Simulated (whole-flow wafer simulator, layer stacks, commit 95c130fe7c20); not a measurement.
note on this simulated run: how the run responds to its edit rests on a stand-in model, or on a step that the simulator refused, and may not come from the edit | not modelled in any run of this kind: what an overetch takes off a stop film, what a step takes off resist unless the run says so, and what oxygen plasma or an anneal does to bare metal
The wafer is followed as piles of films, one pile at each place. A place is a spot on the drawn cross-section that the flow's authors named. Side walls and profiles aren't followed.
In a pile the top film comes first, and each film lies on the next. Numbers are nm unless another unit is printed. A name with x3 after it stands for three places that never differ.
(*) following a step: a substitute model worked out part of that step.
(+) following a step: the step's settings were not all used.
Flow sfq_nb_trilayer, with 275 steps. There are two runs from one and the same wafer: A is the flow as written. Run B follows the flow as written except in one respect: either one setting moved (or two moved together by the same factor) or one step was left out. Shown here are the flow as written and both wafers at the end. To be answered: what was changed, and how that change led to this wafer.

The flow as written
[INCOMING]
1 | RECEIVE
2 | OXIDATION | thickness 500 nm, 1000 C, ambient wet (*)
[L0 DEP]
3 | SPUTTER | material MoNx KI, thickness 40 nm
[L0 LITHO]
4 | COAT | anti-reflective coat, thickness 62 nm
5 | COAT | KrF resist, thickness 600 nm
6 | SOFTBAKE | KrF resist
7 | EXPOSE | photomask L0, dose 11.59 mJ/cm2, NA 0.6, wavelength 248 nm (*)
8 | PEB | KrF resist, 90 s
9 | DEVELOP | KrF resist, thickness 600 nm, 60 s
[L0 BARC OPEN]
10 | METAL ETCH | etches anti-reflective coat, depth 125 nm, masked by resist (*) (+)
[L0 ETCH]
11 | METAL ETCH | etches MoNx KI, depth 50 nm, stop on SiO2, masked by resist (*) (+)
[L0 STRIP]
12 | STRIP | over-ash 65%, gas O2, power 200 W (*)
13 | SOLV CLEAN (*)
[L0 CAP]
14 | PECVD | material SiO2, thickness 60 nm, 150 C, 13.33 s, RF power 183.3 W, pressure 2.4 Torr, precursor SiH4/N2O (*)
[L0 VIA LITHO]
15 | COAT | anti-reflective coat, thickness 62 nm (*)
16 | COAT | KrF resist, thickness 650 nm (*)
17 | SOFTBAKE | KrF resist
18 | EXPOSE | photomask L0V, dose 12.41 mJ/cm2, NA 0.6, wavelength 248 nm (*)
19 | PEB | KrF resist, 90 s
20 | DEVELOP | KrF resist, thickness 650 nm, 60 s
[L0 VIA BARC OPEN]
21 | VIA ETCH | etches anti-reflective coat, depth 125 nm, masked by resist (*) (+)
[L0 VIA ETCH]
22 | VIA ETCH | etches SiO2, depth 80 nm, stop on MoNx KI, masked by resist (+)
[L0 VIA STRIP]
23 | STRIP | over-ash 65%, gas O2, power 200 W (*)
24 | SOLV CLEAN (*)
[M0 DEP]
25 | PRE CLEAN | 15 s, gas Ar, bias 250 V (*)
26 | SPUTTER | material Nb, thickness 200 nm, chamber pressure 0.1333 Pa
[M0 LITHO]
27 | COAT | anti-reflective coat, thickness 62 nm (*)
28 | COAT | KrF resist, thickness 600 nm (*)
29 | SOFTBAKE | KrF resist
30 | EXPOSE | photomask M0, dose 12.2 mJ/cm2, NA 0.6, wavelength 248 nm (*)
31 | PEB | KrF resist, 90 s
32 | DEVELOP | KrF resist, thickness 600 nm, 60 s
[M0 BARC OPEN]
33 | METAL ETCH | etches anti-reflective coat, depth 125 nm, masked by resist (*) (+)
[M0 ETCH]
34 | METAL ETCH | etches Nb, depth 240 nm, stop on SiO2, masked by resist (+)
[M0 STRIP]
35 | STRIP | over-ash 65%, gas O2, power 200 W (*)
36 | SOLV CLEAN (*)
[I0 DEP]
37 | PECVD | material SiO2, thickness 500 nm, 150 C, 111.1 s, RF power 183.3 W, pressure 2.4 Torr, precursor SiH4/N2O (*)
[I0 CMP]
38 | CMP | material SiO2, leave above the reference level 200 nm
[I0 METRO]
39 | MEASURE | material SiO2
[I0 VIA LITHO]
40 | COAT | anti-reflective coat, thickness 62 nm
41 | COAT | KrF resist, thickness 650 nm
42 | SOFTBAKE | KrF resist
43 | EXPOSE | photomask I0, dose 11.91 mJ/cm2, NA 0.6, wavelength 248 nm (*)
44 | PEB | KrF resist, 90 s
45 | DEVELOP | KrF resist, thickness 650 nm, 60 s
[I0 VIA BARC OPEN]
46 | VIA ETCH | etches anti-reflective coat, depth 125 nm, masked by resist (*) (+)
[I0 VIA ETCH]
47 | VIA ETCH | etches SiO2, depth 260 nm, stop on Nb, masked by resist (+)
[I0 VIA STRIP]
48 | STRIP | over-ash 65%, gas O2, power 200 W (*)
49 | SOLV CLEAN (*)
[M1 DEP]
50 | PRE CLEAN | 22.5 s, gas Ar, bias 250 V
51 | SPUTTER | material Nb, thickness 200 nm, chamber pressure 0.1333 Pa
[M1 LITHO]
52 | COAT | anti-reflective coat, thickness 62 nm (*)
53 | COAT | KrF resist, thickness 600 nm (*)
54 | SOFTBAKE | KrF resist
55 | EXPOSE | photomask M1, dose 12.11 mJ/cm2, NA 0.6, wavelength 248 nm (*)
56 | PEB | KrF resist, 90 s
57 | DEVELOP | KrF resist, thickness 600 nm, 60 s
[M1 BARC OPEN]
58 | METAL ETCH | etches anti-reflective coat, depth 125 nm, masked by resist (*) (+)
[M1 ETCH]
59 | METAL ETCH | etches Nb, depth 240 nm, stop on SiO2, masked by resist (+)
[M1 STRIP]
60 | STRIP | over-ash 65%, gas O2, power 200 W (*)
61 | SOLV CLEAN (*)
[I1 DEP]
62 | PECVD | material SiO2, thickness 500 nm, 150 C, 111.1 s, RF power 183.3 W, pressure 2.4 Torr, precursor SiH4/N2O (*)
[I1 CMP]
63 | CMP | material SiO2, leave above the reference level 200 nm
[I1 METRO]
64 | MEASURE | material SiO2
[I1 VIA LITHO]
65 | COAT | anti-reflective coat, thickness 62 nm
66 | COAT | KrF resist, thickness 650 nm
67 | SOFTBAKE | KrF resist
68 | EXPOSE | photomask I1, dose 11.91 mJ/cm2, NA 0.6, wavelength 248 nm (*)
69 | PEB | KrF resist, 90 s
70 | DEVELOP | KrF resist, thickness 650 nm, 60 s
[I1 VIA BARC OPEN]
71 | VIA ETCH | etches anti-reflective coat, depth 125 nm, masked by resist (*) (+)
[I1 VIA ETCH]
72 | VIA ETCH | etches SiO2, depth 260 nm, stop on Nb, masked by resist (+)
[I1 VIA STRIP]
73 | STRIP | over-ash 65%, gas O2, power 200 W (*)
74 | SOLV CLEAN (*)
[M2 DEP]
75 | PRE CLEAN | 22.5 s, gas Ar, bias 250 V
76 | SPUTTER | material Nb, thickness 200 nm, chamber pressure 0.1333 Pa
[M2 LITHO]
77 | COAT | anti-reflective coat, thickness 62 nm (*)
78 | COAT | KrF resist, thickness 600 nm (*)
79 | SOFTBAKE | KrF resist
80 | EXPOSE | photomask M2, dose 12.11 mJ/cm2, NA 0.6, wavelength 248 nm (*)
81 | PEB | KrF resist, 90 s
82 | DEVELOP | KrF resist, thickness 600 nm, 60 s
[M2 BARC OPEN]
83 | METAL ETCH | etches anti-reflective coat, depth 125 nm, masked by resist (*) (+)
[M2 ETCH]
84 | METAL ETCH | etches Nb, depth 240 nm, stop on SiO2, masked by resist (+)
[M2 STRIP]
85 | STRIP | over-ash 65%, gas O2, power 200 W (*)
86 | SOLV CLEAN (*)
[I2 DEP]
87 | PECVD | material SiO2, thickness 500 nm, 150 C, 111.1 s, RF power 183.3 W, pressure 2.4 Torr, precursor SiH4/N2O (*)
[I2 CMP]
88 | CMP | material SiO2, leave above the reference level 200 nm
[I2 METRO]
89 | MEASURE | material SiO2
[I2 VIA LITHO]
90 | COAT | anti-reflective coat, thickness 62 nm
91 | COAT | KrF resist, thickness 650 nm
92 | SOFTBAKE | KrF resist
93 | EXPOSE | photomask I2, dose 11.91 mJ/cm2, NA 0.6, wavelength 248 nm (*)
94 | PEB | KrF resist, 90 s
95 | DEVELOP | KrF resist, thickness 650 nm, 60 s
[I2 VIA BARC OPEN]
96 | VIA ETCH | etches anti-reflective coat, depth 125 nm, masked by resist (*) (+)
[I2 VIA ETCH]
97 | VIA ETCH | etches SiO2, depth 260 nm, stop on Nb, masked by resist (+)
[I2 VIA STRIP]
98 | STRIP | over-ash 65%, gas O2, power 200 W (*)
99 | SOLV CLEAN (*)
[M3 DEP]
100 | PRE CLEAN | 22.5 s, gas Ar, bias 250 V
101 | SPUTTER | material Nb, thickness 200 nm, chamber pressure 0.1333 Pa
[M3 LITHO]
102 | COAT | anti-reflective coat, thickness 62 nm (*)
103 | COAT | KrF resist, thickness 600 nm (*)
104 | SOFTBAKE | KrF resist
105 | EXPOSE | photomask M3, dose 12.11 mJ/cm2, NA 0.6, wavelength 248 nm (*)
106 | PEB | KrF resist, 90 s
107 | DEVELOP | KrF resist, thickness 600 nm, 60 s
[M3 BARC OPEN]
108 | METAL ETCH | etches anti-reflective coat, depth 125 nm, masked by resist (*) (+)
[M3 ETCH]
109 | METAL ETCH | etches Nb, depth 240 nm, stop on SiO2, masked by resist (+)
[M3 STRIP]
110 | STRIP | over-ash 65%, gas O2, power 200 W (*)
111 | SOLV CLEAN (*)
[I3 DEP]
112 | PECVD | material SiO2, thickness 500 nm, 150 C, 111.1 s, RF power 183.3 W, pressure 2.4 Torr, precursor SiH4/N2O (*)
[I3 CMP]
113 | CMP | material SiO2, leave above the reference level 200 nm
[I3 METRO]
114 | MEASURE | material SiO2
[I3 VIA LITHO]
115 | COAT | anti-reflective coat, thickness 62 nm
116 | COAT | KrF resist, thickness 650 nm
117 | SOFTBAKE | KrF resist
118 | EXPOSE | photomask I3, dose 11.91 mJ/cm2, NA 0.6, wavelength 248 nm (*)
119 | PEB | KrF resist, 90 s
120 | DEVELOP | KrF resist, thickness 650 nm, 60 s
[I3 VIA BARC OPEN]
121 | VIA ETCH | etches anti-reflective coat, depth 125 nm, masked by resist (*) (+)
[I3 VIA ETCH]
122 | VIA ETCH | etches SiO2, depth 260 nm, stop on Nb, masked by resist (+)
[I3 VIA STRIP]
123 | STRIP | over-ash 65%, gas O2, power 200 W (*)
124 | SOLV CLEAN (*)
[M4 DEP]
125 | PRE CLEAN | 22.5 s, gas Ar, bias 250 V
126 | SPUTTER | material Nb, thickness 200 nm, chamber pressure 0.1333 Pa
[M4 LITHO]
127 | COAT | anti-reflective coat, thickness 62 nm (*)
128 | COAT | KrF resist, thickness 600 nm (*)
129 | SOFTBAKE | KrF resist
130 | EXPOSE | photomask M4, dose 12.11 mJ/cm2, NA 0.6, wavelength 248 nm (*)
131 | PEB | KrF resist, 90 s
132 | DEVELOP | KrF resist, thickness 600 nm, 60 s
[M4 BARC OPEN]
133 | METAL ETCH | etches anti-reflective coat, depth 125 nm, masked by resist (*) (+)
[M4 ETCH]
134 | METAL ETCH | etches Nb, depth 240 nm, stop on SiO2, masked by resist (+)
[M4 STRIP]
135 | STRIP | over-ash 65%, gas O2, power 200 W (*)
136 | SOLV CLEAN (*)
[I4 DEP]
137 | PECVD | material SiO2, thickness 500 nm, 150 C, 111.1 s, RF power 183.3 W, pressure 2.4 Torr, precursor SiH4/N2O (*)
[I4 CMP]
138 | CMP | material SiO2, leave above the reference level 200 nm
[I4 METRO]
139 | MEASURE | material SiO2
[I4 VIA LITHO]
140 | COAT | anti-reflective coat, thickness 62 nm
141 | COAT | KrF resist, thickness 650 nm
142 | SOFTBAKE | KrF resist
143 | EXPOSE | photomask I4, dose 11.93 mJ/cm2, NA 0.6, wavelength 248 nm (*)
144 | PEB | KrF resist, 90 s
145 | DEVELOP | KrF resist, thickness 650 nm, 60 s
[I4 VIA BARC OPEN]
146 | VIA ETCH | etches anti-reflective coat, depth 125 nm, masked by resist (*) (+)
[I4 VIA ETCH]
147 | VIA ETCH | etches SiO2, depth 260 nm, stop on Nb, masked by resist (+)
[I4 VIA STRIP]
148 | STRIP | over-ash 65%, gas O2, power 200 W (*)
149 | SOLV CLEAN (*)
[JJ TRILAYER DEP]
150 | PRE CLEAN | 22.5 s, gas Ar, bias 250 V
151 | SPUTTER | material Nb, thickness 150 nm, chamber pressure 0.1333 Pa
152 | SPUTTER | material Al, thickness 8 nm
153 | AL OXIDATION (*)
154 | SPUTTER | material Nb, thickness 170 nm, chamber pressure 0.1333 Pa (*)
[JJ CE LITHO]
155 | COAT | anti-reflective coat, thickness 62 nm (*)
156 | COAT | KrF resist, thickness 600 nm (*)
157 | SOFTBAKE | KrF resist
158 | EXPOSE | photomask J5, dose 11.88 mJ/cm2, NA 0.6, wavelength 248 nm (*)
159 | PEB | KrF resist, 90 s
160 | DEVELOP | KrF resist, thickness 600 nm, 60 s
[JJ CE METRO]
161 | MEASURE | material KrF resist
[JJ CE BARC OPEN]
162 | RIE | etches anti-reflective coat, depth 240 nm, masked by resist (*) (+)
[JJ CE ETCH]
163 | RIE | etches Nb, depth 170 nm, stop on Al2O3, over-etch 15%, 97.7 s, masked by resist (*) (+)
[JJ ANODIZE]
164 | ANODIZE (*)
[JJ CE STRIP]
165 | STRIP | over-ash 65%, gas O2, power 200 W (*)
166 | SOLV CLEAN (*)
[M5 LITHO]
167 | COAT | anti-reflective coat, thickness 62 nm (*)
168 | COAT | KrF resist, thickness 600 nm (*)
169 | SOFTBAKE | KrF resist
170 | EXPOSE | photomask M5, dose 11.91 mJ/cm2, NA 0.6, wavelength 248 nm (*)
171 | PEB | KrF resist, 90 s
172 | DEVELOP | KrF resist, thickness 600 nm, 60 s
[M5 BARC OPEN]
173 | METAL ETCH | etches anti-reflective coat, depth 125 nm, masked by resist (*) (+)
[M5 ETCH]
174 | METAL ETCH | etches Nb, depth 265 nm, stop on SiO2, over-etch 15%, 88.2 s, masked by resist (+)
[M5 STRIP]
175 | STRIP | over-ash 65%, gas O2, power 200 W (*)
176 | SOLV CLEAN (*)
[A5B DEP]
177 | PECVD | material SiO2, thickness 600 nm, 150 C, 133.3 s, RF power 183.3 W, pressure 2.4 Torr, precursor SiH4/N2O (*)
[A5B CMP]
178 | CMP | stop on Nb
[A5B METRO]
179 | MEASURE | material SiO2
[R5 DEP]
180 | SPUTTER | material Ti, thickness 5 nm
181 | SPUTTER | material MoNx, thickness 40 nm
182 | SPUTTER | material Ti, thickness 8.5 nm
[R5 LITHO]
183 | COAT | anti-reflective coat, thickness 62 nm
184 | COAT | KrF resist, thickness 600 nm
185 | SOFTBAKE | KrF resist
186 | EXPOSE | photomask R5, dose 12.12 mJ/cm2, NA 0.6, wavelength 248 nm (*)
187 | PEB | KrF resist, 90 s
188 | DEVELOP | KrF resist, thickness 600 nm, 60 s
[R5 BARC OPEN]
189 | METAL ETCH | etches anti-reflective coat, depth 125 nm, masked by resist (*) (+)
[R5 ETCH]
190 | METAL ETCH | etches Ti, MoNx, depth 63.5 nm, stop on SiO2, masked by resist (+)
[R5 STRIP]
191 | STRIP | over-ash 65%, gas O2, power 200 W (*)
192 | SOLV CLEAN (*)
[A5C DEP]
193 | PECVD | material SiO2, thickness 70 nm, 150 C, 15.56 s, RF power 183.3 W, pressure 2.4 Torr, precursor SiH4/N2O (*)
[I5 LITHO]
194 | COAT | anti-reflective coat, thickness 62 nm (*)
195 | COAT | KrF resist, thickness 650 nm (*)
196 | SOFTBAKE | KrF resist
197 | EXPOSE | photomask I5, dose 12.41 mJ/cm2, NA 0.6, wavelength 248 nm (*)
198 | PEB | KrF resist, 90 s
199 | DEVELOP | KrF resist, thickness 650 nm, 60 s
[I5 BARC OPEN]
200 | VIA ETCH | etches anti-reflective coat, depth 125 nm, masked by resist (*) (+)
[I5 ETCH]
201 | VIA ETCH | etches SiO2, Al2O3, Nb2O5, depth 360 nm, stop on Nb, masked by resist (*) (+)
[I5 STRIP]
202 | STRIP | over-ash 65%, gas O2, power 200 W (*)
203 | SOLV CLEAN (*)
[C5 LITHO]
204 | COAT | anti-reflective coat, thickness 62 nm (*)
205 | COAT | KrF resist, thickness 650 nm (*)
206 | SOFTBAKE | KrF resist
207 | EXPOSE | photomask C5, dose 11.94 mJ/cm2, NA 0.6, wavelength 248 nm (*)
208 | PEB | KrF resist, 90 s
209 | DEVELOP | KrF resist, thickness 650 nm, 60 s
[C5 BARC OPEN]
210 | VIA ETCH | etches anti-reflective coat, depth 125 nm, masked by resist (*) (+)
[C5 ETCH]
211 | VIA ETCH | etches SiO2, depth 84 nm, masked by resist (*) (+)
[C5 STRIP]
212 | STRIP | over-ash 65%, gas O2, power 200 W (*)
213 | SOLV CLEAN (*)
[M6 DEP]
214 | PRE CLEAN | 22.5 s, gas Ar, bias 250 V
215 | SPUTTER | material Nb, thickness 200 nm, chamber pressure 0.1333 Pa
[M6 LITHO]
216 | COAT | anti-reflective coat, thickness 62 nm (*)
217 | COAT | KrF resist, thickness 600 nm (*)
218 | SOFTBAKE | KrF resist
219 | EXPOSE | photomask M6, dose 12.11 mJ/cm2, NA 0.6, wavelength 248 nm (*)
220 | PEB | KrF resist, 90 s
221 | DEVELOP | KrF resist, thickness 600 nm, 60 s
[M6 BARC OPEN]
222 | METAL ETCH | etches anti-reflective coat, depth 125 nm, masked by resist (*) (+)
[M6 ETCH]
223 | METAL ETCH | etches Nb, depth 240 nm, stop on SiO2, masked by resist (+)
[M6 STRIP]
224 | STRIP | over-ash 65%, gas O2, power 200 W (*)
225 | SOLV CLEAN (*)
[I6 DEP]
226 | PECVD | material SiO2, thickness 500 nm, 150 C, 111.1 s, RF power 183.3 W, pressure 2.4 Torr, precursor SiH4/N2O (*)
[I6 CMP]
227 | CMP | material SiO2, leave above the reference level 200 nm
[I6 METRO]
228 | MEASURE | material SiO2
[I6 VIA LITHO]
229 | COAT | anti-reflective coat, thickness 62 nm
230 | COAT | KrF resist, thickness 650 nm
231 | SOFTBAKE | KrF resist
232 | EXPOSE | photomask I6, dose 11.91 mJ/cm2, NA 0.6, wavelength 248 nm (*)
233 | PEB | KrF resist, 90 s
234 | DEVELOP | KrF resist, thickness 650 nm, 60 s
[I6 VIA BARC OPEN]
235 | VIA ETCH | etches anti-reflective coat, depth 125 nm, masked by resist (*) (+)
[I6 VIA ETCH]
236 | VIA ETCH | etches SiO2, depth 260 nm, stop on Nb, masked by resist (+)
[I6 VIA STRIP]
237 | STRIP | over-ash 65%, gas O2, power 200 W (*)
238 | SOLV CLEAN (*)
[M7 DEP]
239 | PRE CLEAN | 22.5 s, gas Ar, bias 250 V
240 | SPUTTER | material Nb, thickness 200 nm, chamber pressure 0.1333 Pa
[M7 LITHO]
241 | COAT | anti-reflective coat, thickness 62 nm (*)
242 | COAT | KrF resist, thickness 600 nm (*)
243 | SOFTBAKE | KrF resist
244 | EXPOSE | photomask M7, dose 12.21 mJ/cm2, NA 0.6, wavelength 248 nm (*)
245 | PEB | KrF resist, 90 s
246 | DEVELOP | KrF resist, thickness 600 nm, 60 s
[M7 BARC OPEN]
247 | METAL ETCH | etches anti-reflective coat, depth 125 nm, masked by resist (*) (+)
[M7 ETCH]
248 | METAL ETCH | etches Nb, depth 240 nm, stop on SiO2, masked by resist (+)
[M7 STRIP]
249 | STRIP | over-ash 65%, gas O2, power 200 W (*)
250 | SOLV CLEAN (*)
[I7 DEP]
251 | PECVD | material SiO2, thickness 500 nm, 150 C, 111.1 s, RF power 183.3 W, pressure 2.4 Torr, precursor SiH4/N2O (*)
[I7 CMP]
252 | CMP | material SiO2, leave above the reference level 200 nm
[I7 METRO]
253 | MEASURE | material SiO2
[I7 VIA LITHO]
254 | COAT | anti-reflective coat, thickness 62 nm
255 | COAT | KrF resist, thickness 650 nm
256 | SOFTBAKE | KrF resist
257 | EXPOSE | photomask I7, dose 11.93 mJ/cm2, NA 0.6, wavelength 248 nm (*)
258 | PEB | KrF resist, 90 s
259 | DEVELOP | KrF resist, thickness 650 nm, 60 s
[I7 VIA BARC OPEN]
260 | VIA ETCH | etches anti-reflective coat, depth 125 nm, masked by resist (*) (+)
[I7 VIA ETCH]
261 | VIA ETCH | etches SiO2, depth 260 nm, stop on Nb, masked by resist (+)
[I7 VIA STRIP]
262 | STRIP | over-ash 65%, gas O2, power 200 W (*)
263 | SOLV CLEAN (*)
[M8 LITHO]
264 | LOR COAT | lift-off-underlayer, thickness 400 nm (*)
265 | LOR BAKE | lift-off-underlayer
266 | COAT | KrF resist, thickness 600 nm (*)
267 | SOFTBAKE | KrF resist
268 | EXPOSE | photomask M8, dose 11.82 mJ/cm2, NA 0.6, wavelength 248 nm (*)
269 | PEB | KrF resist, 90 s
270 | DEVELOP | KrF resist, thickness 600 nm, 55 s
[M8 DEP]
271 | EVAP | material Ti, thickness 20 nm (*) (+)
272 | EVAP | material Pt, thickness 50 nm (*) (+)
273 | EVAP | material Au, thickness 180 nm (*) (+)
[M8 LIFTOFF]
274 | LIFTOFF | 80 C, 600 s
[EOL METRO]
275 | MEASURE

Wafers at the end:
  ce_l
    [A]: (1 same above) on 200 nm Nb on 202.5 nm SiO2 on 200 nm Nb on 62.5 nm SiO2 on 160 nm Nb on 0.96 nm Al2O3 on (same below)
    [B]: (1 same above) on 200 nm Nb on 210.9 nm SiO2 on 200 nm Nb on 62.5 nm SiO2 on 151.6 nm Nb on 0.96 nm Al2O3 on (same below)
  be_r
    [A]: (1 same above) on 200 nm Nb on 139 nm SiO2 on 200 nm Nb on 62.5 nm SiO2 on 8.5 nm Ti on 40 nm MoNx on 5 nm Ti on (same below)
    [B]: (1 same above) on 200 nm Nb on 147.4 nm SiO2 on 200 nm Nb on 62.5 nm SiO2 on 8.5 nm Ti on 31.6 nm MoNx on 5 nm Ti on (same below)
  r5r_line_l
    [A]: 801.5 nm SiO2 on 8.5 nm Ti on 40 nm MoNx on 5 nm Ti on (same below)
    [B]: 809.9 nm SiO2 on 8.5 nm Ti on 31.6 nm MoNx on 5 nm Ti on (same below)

Cause: step 181, SPUTTER: thickness 31.6 nm was run, though the flow has thickness 40 nm.
One can read it off the wafer: be_r has MoNx 31.6, and step 181 as written asks for 40 nm.

The path from the change to this, step by step:
  181 | SPUTTER | material MoNx, thickness 40 nm
      field_l, v_sur, via_wl and 103 more: A MoNx gains 40 (new film) | B MoNx gains 31.6 (new film)
  190 | METAL ETCH | etches Ti, MoNx, depth 63.5 nm, stop on SiO2, masked by resist (+)
      field_l, v_sur, via_wl and 92 more: A Ti loses 8.5 (all of it), MoNx loses 40 (all of it), Ti loses 5 (all of it) | B Ti loses 8.5 (all of it), MoNx loses 31.6 (all of it), Ti loses 5 (all of it)
      ce_l, c5j, ce_r, wl_jj: A Ti loses 8.5 (all of it), MoNx loses 40 (all of it), Ti loses 5 (all of it), Nb loses 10 | B Ti loses 8.5 (all of it), MoNx loses 31.6 (all of it), Ti loses 5 (all of it), Nb loses 18.4
  194 | COAT | anti-reflective coat, thickness 62 nm (*)
      wl_j_sl, wl_j_sr: A anti-reflective coat gains 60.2 (new film) | B anti-reflective coat gains 58.7 (new film)
      r5r_spacepad_l, r5r_spacepad_r: A anti-reflective coat gains 84.4 (new film) | B anti-reflective coat gains 80.8 (new film)
      (as well as at 12 more places)
  202 | STRIP | over-ash 65%, gas O2, power 200 W (*)
      wl_j_sl, wl_j_sr: A KrF resist loses 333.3 (all of it), anti-reflective coat loses 60.2 (all of it) | B KrF resist loses 333.5 (all of it), anti-reflective coat loses 58.7 (all of it)
      r5r_spacepad_l, r5r_spacepad_r: A KrF resist loses 335.6 (all of it), anti-reflective coat loses 84.4 (all of it) | B KrF resist loses 335.3 (all of it), anti-reflective coat loses 80.8 (all of it)
      (as well as at 12 more places)
  204 | COAT | anti-reflective coat, thickness 62 nm (*)
      wl_j_sl, wl_j_sr: A anti-reflective coat gains 60.2 (new film) | B anti-reflective coat gains 58.7 (new film)
      r5r_spacepad_l, r5r_spacepad_r: A anti-reflective coat gains 84.4 (new film) | B anti-reflective coat gains 80.8 (new film)
      (as well as at 12 more places)
  210 | VIA ETCH | etches anti-reflective coat, depth 125 nm, masked by resist (*) (+)
      c5j: A anti-reflective coat loses 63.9 (all of it), SiO2 loses 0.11 | B anti-reflective coat loses 66.2 (all of it), SiO2 loses 0.1
  212 | STRIP | over-ash 65%, gas O2, power 200 W (*)
      wl_j_sl, wl_j_sr: A KrF resist loses 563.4 (all of it), anti-reflective coat loses 60.2 (all of it) | B KrF resist loses 563 (all of it), anti-reflective coat loses 58.7 (all of it)
      r5r_spacepad_l, r5r_spacepad_r: A KrF resist loses 565.8 (all of it), anti-reflective coat loses 84.4 (all of it) | B KrF resist loses 564.8 (all of it), anti-reflective coat loses 80.8 (all of it)
      (as well as at 11 more places)
  216 | COAT | anti-reflective coat, thickness 62 nm (*)
      r5r_line_l, r5r_line_c, r5r_line_r: A anti-reflective coat gains 50 (new film) | B anti-reflective coat gains 51.4 (new film)
      wl_j_sl, wl_j_sr: A anti-reflective coat gains 60.2 (new film) | B anti-reflective coat gains 58.7 (new film)
      (as well as at 11 more places)
  222 | METAL ETCH | etches anti-reflective coat, depth 125 nm, masked by resist (*) (+)
      r5r_line_l, r5r_line_c, r5r_line_r: A anti-reflective coat loses 50 (all of it) | B anti-reflective coat loses 51.4 (all of it)
      r5r_spacepad_l, r5r_spacepad_r: A anti-reflective coat loses 85.7 (all of it) | B anti-reflective coat loses 81.6 (all of it)
      (as well as at 1 more place)
  224 | STRIP | over-ash 65%, gas O2, power 200 W (*)
      wl_j_sl, wl_j_sr: A KrF resist loses 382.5 (all of it), anti-reflective coat loses 60.2 (all of it) | B KrF resist loses 382.6 (all of it), anti-reflective coat loses 58.7 (all of it)
      jj_sur: A KrF resist loses 378.5 (all of it), anti-reflective coat loses 56.1 (all of it) | B KrF resist loses 378.1 (all of it), anti-reflective coat loses 54.5 (all of it)
      (as well as at 7 more places)
  227 | CMP | material SiO2, leave above the reference level 200 nm
      ce_l, ce_r, wl_jj: A SiO2 loses 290 | B SiO2 loses 281.6
      be_r, r_sur, r_end: A SiO2 loses 353.5 | B SiO2 loses 345.1
      (as well as at 7 more places)
